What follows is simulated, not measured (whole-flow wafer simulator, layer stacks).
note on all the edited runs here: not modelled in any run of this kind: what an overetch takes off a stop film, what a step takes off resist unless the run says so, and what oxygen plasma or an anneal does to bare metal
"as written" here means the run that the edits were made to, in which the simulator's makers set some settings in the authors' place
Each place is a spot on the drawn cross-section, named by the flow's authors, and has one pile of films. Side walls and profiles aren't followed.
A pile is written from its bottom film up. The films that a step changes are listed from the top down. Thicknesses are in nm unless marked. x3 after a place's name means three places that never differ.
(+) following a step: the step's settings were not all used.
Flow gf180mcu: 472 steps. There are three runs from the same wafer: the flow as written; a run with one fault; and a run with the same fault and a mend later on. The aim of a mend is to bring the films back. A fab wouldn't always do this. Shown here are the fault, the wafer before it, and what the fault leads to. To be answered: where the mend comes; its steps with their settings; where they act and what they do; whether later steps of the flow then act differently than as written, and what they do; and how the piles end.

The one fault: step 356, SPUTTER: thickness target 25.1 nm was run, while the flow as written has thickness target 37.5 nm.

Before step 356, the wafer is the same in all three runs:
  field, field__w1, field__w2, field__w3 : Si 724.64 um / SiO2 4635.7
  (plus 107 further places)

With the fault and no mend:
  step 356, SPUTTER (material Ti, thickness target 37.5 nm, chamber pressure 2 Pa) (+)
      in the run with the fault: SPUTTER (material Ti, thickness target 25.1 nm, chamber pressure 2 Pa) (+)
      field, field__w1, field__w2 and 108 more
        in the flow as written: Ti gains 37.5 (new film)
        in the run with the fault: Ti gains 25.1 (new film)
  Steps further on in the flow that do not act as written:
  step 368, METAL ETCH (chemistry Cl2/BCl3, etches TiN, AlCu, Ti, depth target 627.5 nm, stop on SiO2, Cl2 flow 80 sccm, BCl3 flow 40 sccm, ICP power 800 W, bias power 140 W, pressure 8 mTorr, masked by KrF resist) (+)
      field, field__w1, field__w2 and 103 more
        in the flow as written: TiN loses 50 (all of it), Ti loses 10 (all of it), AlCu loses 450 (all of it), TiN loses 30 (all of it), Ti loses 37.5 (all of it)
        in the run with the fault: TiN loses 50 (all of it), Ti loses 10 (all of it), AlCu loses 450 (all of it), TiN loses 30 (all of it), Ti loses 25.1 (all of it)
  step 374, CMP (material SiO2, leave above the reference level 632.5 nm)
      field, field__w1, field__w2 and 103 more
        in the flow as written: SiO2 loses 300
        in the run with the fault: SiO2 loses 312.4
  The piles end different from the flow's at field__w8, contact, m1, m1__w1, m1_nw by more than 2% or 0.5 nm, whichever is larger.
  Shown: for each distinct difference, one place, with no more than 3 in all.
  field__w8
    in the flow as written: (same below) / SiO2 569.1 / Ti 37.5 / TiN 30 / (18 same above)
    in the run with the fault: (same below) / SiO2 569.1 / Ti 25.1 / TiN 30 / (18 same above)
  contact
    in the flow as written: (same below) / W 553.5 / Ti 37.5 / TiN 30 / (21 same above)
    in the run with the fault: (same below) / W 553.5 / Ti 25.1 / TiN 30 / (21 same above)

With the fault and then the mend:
  The mend follows step 356.
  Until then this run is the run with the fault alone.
  step 356a, SPUTTER (material Ti, thickness target 12.4 nm, chamber pressure 2 Pa) (+) (the flow's step 356 again, with other settings)
      field, field__w1, field__w2 and 108 more
        Ti gains 12.4
  Every later step of the flow that is run acts as written at every place that is followed.
  By the end, the piles equal the flow's at every place that both follow.
